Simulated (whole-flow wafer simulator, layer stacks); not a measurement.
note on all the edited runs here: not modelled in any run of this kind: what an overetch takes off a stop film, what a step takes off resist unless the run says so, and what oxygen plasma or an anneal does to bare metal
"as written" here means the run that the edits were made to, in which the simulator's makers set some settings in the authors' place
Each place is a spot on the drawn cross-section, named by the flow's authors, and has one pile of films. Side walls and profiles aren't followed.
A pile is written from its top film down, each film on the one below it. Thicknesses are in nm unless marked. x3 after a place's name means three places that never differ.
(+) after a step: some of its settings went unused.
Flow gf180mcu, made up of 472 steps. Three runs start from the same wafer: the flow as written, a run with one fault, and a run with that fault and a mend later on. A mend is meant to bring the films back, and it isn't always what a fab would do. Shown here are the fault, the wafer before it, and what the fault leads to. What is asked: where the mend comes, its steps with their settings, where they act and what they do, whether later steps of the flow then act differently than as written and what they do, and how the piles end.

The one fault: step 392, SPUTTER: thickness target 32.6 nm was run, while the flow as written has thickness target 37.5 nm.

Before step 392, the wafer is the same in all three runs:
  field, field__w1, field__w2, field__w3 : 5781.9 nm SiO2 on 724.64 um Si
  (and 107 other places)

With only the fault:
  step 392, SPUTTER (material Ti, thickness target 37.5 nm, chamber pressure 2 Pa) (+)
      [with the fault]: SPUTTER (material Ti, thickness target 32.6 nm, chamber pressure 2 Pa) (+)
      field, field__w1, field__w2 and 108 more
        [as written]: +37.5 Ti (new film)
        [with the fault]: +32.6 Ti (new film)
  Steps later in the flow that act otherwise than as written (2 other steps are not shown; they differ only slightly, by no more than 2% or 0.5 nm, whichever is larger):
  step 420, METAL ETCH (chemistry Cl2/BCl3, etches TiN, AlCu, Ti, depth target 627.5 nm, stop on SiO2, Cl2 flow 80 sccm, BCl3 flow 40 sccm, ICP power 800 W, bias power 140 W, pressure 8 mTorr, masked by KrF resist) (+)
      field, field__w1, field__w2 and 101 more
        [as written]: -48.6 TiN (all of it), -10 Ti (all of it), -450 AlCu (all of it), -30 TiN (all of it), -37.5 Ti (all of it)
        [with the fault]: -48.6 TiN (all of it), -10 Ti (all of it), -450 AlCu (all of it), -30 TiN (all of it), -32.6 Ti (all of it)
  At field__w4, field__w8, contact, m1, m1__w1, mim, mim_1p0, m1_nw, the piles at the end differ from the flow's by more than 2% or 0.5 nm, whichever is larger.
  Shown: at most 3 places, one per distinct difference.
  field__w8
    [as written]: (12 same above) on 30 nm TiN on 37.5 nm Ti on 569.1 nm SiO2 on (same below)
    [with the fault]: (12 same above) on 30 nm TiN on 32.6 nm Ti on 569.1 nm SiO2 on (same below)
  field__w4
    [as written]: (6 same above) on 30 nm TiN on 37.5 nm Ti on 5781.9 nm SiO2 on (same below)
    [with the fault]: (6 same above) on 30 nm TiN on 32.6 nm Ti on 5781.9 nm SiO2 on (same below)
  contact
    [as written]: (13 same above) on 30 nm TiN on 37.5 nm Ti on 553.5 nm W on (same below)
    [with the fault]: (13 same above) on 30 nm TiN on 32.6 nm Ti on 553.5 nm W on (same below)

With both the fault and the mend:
  The mend follows step 392.
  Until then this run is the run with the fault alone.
  step 392a, SPUTTER (material Ti, thickness target 4.9 nm, chamber pressure 2 Pa) (+) (a further turn of the flow's step 392, with different settings)
      field, field__w1, field__w2 and 108 more
        +4.9 Ti
  Later steps of the flow that are run all act as written at every place that is followed.
  At every place that both follow, the piles at the end match the flow's.
